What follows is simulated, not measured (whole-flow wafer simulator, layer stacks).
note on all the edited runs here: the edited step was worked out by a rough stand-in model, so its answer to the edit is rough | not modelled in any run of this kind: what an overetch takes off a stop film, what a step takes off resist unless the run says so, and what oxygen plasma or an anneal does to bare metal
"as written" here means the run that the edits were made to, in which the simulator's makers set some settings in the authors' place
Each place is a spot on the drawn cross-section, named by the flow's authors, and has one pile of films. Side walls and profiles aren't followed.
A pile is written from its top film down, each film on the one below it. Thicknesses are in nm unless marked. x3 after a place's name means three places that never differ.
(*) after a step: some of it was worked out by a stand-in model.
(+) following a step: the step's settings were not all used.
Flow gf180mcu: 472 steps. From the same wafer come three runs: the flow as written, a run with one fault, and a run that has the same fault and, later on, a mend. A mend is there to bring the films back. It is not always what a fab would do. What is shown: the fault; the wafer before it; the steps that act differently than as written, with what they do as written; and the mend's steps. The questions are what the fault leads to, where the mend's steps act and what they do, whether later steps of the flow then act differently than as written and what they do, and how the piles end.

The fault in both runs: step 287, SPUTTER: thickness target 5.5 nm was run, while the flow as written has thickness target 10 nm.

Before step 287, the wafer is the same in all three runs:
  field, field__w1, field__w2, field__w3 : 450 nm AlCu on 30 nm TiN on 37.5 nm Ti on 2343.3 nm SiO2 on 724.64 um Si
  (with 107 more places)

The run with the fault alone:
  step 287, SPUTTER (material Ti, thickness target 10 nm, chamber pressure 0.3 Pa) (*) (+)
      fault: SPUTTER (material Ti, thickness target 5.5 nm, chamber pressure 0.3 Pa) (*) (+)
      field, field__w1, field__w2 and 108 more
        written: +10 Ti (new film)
        fault: +5.5 Ti (new film)
  Later steps of the flow acting differently than as written (5 other steps are not shown; they differ only slightly, by no more than 2% or 0.5 nm, whichever is larger):
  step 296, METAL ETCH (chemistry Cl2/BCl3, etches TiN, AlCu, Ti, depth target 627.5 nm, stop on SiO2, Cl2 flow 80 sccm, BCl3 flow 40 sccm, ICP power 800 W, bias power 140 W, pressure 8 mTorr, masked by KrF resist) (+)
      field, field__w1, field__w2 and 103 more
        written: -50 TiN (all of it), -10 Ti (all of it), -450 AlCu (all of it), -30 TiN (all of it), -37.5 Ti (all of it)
        fault: -50 TiN (all of it), -5.5 Ti (all of it), -450 AlCu (all of it), -30 TiN (all of it), -37.5 Ti (all of it)
  At field__w8, contact, m1, m1__w1, m1_nw, the piles at the end differ from the flow's by more than 2% or 0.5 nm, whichever is larger.
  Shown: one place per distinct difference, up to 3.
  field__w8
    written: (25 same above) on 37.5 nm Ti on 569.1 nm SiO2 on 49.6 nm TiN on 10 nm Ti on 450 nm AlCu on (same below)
    fault: (25 same above) on 37.5 nm Ti on 573.6 nm SiO2 on 49.6 nm TiN on 5.5 nm Ti on 450 nm AlCu on (same below)
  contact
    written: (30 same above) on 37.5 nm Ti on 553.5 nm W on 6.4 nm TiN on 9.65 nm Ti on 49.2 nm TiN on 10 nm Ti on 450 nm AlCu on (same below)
    fault: (30 same above) on 37.5 nm Ti on 558 nm W on 6.39 nm TiN on 9.63 nm Ti on 49.2 nm TiN on 5.5 nm Ti on 450 nm AlCu on (same below)

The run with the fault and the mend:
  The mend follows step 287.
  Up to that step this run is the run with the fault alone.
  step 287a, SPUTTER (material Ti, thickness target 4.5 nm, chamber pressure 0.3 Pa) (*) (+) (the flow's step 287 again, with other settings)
      field, field__w1, field__w2 and 108 more
        +4.5 Ti
  None of the later steps of the flow acts differently than as written at any place that is followed.
  At every place that both follow, the piles at the end match the flow's.
